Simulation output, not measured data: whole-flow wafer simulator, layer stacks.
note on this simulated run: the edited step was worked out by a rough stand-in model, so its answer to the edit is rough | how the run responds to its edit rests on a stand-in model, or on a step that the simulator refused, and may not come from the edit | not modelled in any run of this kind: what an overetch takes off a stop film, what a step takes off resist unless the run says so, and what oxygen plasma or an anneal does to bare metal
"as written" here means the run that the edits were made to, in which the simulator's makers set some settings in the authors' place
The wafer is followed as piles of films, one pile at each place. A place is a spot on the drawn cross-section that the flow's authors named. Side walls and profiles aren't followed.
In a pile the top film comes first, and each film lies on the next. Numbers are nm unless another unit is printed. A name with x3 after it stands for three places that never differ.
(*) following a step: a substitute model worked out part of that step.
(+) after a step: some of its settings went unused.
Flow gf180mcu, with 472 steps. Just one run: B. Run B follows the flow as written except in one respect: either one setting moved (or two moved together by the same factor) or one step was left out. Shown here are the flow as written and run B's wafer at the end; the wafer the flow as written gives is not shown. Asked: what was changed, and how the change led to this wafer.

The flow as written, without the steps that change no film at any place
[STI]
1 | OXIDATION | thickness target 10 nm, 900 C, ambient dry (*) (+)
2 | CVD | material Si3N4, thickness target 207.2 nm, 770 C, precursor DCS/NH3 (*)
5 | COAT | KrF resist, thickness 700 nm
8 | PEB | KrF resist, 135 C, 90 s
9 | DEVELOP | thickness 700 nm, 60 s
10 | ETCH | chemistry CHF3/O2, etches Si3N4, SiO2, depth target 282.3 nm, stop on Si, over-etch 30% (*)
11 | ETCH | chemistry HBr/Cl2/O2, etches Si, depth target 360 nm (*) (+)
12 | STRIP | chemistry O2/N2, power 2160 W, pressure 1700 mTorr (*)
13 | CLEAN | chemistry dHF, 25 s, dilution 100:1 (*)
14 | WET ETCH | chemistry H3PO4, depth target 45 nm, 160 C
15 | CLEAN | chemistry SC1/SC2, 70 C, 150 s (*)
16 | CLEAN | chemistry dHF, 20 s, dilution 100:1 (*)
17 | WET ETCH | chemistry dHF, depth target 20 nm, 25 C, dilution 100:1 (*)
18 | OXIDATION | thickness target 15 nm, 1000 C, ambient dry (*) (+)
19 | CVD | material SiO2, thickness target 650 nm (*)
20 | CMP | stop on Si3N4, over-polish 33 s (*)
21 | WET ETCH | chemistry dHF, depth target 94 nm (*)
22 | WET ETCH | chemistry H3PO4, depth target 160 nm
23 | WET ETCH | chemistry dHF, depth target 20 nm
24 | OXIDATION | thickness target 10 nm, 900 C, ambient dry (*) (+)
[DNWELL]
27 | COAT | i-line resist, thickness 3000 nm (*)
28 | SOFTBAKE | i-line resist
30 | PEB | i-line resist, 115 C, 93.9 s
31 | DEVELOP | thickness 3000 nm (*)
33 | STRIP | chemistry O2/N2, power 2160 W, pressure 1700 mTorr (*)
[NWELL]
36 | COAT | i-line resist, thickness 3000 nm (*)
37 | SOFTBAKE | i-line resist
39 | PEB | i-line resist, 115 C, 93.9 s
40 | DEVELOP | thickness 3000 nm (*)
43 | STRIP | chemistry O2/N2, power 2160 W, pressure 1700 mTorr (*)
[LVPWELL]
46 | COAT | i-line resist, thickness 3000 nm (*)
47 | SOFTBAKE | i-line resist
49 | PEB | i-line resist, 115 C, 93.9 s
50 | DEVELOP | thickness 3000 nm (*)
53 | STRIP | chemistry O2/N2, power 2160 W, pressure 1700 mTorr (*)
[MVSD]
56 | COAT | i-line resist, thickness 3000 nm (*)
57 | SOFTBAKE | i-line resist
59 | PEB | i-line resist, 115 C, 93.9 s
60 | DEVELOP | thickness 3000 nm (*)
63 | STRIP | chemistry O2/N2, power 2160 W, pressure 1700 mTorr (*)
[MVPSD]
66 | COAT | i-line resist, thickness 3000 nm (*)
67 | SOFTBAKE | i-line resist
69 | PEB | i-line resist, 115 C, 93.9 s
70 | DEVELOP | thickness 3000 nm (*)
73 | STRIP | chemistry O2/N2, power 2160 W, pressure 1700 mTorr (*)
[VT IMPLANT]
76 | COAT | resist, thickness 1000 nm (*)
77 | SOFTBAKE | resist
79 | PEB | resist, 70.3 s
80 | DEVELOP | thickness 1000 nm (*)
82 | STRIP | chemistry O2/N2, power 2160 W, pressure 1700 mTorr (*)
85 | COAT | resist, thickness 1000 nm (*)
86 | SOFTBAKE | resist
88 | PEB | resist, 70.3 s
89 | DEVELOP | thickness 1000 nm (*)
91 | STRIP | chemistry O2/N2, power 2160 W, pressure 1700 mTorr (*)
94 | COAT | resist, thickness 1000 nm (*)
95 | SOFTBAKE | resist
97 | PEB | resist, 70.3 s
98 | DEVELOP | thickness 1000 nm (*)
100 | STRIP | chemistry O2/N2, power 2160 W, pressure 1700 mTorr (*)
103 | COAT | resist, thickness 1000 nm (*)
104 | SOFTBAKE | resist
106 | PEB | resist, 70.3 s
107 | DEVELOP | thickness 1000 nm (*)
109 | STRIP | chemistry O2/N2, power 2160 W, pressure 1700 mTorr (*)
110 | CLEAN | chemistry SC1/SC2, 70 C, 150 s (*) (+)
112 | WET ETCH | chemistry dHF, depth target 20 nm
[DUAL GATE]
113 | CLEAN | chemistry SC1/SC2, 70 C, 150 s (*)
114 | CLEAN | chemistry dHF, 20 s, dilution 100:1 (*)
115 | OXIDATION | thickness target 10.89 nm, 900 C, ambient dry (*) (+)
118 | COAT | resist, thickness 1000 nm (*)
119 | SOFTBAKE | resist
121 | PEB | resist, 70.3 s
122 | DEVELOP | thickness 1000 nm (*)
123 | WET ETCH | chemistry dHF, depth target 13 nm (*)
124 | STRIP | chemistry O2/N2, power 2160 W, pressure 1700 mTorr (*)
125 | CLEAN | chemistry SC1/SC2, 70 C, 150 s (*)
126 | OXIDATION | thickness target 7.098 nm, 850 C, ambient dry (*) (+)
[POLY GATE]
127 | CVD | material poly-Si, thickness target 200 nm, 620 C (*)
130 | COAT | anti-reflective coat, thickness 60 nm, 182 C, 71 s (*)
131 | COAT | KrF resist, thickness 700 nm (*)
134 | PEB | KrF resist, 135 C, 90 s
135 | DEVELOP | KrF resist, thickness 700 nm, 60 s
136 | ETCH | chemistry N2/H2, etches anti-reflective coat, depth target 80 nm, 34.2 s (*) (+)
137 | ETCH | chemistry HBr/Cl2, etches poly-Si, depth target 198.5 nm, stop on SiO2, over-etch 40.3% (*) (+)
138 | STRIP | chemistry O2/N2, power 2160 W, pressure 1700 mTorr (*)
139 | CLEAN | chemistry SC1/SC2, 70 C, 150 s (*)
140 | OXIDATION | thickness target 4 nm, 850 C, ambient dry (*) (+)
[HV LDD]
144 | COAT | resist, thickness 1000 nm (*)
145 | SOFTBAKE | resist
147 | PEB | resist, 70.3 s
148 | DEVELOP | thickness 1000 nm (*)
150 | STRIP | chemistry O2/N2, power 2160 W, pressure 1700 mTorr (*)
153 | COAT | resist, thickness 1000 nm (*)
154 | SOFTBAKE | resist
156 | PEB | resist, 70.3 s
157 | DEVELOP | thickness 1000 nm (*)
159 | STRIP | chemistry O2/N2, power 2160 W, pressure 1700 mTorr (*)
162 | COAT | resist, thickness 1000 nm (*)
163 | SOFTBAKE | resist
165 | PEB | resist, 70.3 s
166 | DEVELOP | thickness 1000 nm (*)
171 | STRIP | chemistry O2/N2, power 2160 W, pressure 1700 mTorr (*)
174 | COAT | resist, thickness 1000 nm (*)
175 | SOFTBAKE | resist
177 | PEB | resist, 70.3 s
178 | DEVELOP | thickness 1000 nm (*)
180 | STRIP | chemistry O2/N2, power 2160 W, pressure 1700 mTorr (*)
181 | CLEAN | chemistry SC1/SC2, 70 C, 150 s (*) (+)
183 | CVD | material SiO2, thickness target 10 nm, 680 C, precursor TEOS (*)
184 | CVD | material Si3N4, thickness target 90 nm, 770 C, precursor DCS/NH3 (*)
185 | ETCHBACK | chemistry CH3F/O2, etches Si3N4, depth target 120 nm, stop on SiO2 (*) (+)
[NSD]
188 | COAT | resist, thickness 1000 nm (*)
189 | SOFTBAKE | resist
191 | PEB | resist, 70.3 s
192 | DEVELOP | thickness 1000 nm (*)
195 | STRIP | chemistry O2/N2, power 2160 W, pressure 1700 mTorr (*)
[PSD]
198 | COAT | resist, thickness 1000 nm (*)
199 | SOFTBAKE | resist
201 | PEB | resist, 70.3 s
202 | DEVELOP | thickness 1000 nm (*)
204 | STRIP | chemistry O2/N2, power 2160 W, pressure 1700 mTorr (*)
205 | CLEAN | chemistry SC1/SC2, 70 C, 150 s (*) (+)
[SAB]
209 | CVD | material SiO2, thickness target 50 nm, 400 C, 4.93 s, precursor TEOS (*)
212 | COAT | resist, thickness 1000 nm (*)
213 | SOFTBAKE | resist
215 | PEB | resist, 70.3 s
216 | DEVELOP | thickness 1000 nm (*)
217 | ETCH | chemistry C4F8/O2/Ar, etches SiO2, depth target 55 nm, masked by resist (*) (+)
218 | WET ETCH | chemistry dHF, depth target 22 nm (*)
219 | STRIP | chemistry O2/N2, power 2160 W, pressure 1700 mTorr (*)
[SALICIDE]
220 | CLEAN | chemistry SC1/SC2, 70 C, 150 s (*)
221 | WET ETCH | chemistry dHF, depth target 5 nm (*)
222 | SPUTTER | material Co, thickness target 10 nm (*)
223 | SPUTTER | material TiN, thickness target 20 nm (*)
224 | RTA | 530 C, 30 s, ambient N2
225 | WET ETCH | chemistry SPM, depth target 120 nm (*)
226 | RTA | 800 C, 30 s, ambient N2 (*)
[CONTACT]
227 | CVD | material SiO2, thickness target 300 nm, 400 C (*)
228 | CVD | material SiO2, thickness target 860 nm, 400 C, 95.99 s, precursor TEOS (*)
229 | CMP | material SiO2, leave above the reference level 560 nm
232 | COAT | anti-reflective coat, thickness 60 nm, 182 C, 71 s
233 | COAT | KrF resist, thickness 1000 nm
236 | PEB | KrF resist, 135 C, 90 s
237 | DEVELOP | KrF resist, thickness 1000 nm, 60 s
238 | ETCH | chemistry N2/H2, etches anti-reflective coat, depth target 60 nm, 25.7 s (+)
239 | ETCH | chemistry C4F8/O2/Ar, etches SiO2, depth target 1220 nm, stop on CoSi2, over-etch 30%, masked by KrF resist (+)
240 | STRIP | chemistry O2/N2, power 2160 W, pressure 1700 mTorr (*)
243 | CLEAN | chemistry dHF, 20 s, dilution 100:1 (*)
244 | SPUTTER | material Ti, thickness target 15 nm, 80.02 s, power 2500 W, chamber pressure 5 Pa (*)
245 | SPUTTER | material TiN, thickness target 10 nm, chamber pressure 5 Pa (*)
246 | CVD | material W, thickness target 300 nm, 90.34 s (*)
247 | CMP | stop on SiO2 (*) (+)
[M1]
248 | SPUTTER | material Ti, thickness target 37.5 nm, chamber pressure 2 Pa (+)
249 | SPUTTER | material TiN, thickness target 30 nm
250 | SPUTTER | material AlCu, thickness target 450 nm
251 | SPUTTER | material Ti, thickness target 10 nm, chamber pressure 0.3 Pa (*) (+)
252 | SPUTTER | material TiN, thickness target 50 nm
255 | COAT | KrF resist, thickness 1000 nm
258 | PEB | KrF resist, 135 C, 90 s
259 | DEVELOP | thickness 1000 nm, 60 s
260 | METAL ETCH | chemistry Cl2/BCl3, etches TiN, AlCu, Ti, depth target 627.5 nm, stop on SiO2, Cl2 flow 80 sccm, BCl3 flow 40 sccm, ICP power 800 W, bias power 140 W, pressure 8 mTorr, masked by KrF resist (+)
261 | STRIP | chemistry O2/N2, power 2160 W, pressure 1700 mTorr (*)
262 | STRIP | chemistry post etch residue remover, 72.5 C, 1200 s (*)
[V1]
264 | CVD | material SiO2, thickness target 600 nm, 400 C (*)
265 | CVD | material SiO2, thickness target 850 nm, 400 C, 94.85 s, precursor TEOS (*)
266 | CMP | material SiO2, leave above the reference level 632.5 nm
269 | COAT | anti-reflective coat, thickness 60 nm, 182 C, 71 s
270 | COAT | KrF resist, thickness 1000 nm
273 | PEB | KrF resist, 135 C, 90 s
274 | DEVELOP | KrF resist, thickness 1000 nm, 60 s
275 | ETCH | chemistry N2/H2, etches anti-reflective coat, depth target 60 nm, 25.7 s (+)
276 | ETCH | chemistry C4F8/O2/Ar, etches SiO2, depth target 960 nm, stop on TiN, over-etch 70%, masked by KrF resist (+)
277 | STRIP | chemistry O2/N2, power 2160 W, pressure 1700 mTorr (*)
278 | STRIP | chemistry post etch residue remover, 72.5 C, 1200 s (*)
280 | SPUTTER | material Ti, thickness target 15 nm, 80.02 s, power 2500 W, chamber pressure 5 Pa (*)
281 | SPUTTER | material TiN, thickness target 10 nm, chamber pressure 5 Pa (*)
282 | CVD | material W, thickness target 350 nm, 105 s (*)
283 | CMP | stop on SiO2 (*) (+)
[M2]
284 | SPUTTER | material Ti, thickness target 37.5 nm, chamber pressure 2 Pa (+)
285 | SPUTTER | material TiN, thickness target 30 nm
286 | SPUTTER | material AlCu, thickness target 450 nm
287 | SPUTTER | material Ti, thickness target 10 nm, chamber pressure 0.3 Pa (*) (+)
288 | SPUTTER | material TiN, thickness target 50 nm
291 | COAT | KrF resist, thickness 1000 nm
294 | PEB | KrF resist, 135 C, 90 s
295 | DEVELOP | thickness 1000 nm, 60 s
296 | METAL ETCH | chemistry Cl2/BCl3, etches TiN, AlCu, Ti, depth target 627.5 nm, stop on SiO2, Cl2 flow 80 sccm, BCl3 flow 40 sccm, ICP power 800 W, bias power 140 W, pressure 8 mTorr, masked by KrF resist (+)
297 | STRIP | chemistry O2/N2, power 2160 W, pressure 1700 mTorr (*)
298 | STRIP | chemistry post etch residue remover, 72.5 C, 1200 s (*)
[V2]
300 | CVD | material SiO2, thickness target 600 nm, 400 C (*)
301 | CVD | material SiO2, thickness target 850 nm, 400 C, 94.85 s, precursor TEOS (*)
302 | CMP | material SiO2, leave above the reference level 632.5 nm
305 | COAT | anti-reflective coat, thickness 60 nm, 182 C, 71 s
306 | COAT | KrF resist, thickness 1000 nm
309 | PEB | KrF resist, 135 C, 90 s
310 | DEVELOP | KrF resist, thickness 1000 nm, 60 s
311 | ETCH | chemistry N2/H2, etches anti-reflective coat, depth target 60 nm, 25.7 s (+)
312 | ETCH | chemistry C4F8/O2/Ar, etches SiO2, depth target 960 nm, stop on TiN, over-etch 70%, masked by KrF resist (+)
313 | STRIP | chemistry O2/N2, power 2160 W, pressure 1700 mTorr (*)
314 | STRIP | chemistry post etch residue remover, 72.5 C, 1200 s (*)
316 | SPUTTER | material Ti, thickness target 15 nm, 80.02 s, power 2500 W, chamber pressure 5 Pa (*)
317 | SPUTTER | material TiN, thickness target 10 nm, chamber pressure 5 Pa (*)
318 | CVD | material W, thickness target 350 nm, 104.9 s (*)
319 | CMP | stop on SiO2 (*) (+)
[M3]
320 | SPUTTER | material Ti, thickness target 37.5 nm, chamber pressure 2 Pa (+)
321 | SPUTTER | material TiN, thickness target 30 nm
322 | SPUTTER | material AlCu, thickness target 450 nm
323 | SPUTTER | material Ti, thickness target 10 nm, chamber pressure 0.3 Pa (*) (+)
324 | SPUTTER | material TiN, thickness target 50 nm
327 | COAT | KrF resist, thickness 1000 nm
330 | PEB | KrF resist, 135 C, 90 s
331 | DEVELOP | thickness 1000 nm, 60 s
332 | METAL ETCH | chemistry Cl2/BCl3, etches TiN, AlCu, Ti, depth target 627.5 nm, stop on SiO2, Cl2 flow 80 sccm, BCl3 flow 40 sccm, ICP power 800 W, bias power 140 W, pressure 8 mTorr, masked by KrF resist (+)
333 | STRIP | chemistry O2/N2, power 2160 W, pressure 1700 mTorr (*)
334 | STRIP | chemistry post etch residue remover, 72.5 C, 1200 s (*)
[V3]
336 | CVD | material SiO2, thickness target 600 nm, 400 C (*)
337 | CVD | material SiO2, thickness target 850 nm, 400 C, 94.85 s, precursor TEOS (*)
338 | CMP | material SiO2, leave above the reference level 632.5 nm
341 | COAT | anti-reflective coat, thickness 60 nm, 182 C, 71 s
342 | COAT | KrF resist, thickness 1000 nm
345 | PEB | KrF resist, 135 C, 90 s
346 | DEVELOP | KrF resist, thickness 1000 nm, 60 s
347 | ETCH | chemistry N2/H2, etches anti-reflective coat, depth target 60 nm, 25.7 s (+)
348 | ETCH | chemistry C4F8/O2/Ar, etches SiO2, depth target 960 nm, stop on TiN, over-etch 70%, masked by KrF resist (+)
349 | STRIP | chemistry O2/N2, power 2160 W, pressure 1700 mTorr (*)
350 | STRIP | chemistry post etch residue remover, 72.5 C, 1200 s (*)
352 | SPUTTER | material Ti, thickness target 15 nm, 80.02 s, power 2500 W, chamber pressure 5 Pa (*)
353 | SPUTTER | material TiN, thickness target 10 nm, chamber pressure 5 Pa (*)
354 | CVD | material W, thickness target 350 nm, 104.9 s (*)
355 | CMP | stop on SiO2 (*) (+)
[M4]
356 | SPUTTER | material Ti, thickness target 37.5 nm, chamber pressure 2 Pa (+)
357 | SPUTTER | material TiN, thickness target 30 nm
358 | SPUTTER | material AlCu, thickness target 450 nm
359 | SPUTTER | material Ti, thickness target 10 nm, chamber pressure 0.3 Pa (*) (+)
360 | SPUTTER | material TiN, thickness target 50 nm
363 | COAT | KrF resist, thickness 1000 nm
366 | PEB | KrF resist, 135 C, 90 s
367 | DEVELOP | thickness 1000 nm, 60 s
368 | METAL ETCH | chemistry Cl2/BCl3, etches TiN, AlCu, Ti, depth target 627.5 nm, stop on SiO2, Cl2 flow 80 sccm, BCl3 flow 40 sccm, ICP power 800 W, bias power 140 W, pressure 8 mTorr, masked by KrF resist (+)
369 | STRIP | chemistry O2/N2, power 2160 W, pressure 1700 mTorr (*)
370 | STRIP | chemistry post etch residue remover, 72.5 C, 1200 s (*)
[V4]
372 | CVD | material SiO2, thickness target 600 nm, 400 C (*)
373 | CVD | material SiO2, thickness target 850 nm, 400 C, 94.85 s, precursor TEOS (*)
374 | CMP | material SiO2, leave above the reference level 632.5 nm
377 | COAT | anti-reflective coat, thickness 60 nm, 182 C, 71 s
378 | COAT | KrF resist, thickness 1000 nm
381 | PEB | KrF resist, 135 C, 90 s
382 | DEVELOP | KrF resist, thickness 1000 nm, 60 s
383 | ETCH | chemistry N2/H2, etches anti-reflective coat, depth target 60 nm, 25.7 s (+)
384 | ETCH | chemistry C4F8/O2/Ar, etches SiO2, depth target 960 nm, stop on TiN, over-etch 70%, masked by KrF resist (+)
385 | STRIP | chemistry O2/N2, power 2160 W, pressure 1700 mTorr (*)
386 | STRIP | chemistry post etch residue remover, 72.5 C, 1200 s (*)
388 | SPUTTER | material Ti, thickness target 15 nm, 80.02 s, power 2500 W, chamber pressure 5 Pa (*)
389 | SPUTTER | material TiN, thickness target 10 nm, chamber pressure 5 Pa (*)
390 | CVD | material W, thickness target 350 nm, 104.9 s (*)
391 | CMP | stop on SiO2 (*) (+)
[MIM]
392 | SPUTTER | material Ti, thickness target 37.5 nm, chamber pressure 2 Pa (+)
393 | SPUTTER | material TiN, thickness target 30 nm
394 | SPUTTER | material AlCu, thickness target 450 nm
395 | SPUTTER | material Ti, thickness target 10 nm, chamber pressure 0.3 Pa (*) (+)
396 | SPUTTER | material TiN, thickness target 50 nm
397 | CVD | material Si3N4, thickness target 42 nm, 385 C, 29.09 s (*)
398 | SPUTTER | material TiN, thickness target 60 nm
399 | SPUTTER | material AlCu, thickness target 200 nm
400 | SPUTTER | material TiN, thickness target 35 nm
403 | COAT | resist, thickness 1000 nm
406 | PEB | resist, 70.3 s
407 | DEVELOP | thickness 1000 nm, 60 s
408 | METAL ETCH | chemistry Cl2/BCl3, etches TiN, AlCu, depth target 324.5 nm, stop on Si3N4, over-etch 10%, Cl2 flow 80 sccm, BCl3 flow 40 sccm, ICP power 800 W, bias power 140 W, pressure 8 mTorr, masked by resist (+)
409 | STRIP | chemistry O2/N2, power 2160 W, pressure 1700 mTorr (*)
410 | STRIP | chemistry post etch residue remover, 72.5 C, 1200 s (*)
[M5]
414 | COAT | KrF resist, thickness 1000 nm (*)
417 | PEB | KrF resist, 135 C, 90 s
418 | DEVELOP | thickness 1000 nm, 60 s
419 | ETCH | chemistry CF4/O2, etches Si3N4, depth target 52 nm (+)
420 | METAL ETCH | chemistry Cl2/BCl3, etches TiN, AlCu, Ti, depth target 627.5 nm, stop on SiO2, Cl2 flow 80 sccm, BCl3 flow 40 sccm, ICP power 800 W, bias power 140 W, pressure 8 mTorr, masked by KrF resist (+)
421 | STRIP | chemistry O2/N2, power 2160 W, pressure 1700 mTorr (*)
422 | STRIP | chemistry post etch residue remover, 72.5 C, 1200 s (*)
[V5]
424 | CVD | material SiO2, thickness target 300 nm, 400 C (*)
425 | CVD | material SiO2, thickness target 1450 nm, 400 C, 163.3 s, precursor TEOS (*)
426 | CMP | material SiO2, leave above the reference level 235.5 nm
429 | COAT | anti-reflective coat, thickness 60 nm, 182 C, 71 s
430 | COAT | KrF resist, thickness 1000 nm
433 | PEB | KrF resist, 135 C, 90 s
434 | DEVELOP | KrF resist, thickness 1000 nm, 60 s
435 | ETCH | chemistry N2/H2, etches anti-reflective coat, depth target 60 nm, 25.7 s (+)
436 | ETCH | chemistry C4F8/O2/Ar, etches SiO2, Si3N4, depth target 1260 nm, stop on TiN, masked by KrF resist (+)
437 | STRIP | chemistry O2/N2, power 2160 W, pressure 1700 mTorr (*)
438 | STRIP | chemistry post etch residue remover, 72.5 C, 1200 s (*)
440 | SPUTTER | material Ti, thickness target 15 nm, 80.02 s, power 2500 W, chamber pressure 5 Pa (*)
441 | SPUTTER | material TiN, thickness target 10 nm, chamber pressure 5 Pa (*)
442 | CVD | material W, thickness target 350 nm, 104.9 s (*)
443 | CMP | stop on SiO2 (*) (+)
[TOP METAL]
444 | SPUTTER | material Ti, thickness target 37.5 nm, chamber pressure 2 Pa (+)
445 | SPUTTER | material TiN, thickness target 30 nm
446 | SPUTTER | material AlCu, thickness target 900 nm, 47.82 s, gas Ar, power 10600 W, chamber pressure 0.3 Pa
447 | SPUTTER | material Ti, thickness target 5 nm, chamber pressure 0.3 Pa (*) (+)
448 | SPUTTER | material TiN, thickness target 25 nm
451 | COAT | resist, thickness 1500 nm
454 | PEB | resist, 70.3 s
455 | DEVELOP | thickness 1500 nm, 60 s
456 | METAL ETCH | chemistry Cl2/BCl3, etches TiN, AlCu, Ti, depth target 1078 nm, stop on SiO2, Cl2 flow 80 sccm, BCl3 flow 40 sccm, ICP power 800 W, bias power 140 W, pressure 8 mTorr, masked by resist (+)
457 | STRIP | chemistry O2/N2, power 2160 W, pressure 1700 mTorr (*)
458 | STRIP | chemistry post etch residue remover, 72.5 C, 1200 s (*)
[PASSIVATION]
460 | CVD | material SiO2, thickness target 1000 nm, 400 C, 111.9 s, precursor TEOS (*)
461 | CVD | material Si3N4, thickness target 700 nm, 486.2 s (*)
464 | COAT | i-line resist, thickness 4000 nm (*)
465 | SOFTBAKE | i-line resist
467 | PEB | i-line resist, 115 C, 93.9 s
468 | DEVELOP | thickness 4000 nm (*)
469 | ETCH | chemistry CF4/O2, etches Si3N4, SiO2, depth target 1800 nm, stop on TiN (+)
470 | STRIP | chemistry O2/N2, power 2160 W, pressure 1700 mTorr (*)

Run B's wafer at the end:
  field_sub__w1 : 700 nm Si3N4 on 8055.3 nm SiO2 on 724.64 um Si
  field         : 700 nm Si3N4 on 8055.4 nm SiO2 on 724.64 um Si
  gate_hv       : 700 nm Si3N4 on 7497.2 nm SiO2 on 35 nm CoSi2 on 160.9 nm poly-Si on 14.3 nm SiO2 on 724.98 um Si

Cause: step 425, CVD: thickness target 972 nm was run, though the flow has thickness target 1450 nm; step 425, CVD: 109.4 s was run, where the flow has 163.3 s.

Step by step, how the change led to this:
  425 | CVD | material SiO2, thickness target 1450 nm, 400 C, 163.3 s, precursor TEOS (*)
      field, field__w1, field__w4 and 100 more: SiO2 gains 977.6 (it would be, as written: SiO2 gains 1450)
      field__w2, field__w3, field__w12 and 6 more: SiO2 gains 959.1 (it would be, as written: SiO2 gains 1421.8)
  426 | CMP | material SiO2, leave above the reference level 235.5 nm
      field, field__w1, field__w5 and 92 more: nothing (it would be, as written: SiO2 loses 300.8)
      field__w2, field__w3, field__w12 and 6 more: nothing (it would be, as written: SiO2 loses 272.7)
      (also at 8 further places)
  429 | COAT | anti-reflective coat, thickness 60 nm, 182 C, 71 s
      field__w9, p_well, sti, spacer, sd_n, pad, dice_street: anti-reflective coat gains 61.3 (new film) (it would be, as written: anti-reflective coat gains 60 (new film))
      m1__w1, ppoly_sal: anti-reflective coat gains 50.6 (new film) (it would be, as written: anti-reflective coat gains 60 (new film))
      (also at 41 further places)
  430 | COAT | KrF resist, thickness 1000 nm
      field, field__w13: KrF resist gains 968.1 (new film) (it would be, as written: KrF resist gains 1000 (new film))
      field__w7, nw_enc_fld_lv: KrF resist gains 1035.1 (new film) (it would be, as written: KrF resist gains 1000 (new film))
      (also at 23 further places)
  433 | PEB | KrF resist, 135 C, 90 s
      m1, mim: KrF resist loses 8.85 (it would be, as written: KrF resist loses 10.5)
      polyc_n, polyc_n_rim: KrF resist loses 12.2 (it would be, as written: KrF resist loses 10.5)
      (also at 9 further places)
  434 | DEVELOP | KrF resist, thickness 1000 nm, 60 s
      contact: KrF resist loses 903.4 (all of it) (it would be, as written: KrF resist loses 989.5 (all of it))
  435 | ETCH | chemistry N2/H2, etches anti-reflective coat, depth target 60 nm, 25.7 s (+)
      contact: anti-reflective coat loses 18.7 (all of it), SiO2 loses 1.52 (it would be, as written: anti-reflective coat loses 60 (all of it), SiO2 loses 0.46)
  437 | STRIP | chemistry O2/N2, power 2160 W, pressure 1700 mTorr (*)
      p_well, sti, spacer, sd_n, pad, dice_street: KrF resist loses 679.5 (all of it), anti-reflective coat loses 61.3 (all of it) (it would be, as written: KrF resist loses 679.2 (all of it), anti-reflective coat loses 60 (all of it))
      field: KrF resist loses 647.6 (all of it), anti-reflective coat loses 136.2 (all of it) (it would be, as written: KrF resist loses 679.2 (all of it), anti-reflective coat loses 60 (all of it))
      (also at 44 further places)
  440 | SPUTTER | material Ti, thickness target 15 nm, 80.02 s, power 2500 W, chamber pressure 5 Pa (*)
      field__w2: Ti gains 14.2 (new film) (it would be, as written: Ti gains 15 (new film))
      contact: Ti gains 8.96 (new film) (it would be, as written: Ti gains 8.12 (new film))
  441 | SPUTTER | material TiN, thickness target 10 nm, chamber pressure 5 Pa (*)
      field__w2: TiN gains 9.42 (new film) (it would be, as written: TiN gains 10 (new film))
      contact: TiN gains 5.95 (new film) (it would be, as written: TiN gains 5.38 (new film))
  442 | CVD | material W, thickness target 350 nm, 104.9 s (*)
      contact: W gains 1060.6 (new film) (it would be, as written: W gains 1233.6 (new film))
  443 | CMP | stop on SiO2 (*) (+)
      field__w3, field__w12, ppoly_sal, gate_hv5, gate_p_hv5, sti_nw: W loses 350 (all of it), TiN loses 10 (all of it), Ti loses 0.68 (it would be, as written: W loses 350 (all of it), TiN loses 10 (all of it), Ti loses 15 (all of it), SiO2 loses 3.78)
      npoly_sal, nw_sep_fld: W loses 350 (all of it), TiN loses 9.89 (all of it), Ti loses 0.52 (it would be, as written: W loses 350 (all of it), TiN loses 10 (all of it), Ti loses 15 (all of it), SiO2 loses 3.78)
      (also at 8 further places)
  444 | SPUTTER | material Ti, thickness target 37.5 nm, chamber pressure 2 Pa (+)
      field__w2, field__w3, field__w12 and 6 more: Ti gains 37.5 (it would be, as written: Ti gains 37.5 (new film))
  451 | COAT | resist, thickness 1500 nm
      field__w8: resist gains 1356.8 (new film) (it would be, as written: resist gains 1500 (new film))
      m1: resist gains 1356.9 (new film) (it would be, as written: resist gains 1500 (new film))
      (also at 4 further places)
  452 | SOFTBAKE | resist
      field__w4, pplus_u: resist gains 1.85 (it would be, as written: nothing)
      gate_hv, polyc_n_rim: resist gains 3.08 (it would be, as written: nothing)
      (also at 39 further places)
  454 | PEB | resist, 70.3 s
      field__w8, m1, m1__w1, mim: resist loses 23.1 (it would be, as written: resist loses 26.5)
      mim_1p0: resist loses 22.9 (it would be, as written: resist loses 26.5)
      (also at 1 further place)
  ... 6 other steps ...
  470 | STRIP | chemistry O2/N2, power 2160 W, pressure 1700 mTorr (*)
      field__w8, m1__w1: i-line resist loses 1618 (all of it) (it would be, as written: i-line resist loses 1775.9 (all of it))
      m1: i-line resist loses 1636 (all of it) (it would be, as written: i-line resist loses 1798.9 (all of it))
      (also at 3 further places)
